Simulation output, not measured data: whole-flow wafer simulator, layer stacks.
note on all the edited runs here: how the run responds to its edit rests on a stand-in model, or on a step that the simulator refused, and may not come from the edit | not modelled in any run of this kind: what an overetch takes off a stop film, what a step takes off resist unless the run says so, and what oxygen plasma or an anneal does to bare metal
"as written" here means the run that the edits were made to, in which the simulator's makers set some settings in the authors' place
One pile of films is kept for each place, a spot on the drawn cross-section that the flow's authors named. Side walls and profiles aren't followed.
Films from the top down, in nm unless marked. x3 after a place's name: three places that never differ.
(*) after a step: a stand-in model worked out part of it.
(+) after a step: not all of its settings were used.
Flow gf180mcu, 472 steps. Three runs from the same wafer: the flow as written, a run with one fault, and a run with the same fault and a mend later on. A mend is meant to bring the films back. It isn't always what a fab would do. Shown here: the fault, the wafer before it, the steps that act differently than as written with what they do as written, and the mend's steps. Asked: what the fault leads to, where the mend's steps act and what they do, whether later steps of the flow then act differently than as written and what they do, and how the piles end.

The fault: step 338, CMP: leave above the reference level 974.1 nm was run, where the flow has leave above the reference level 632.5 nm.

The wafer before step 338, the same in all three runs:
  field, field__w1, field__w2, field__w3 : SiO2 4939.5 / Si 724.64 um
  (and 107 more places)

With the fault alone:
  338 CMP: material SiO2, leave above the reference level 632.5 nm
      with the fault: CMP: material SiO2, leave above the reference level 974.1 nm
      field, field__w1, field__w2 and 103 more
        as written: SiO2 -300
        with the fault: nothing
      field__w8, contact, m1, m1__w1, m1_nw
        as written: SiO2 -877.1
        with the fault: SiO2 -535.5
  Later steps of the flow that act differently than as written (7 more steps differ only slightly, by at most 2% or 0.5 nm, whichever is larger, and aren't shown):
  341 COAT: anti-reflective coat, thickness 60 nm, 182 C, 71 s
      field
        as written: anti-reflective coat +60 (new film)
        with the fault: anti-reflective coat +76.6 (new film)
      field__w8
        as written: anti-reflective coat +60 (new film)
        with the fault: anti-reflective coat +36.6 (new film)
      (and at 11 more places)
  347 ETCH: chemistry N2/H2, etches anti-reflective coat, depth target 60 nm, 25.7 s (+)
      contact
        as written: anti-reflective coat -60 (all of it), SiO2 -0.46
        with the fault: anti-reflective coat -38.1 (all of it), SiO2 -1.02
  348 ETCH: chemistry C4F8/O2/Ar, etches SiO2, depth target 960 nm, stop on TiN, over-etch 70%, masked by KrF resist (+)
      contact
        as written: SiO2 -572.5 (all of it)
        with the fault: SiO2 -913.5 (all of it)
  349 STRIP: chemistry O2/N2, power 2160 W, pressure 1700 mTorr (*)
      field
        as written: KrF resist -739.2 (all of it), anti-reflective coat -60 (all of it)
        with the fault: KrF resist -731 (all of it), anti-reflective coat -76.6 (all of it)
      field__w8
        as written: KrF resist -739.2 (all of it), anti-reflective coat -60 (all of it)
        with the fault: KrF resist -735.1 (all of it), anti-reflective coat -36.6 (all of it)
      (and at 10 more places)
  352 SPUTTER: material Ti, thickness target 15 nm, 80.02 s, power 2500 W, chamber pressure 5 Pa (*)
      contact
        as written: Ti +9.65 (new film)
        with the fault: Ti +8.11 (new film)
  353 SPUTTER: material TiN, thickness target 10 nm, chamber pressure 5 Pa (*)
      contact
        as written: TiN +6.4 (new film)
        with the fault: TiN +5.38 (new film)
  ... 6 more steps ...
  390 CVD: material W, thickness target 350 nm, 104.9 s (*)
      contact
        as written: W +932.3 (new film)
        with the fault: W +972.4 (new film)
  At the end the piles differ from the flow's by more than 2% or 0.5 nm, whichever is larger, at field, field__w1, field__w2 and 109 more.
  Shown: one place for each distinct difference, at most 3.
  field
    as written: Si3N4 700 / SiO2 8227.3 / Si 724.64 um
    with the fault: Si3N4 700 / SiO2 8567.3 / Si 724.64 um
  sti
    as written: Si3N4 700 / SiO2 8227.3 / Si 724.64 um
    with the fault: Si3N4 700 / SiO2 8567.2 / Si 724.64 um
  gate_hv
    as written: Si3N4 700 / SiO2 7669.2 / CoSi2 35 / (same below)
    with the fault: Si3N4 700 / SiO2 8009.1 / CoSi2 35 / (same below)

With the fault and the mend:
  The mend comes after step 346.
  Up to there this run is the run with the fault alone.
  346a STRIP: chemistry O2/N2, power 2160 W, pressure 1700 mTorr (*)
      iso_ptap_pw, iso_ntap_nw, iso_nw_fld and 33 more
        KrF resist -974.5 (all of it), anti-reflective coat -60 (all of it)
      field__w6, field_sub, field_sub__w1 and 17 more
        KrF resist -974.9 (all of it), anti-reflective coat -60.1 (all of it)
      field__w2, field__w3, field__w7 and 10 more
        KrF resist -975 (all of it), anti-reflective coat -60.1 (all of it)
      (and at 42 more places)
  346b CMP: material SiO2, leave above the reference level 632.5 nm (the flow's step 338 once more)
      field, field__w1, field__w2 and 103 more
        SiO2 -300
      field__w8, contact, m1, m1__w1, m1_nw
        SiO2 -341.6
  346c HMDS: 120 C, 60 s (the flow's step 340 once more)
      changes no film at any place that is followed
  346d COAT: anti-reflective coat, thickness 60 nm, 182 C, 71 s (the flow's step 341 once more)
      field, field__w1, field__w2 and 108 more
        anti-reflective coat +60 (new film)
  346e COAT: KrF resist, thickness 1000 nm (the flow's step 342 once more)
      field, field__w1, field__w2 and 108 more
        KrF resist +1000 (new film)
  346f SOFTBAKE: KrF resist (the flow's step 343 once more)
      changes no film at any place that is followed
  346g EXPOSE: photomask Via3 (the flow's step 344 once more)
      changes no film at any place that is followed
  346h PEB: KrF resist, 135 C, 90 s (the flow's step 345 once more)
      field, field__w1, field__w2 and 108 more
        KrF resist -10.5
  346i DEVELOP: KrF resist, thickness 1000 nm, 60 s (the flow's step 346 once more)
      field, field__w1, field__w2 and 107 more
        KrF resist -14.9
      contact
        KrF resist -989.5 (all of it)
  No later step of the flow acts differently than as written at any place that is followed.
  At the end the piles are the same as the flow's at every place that both follow.
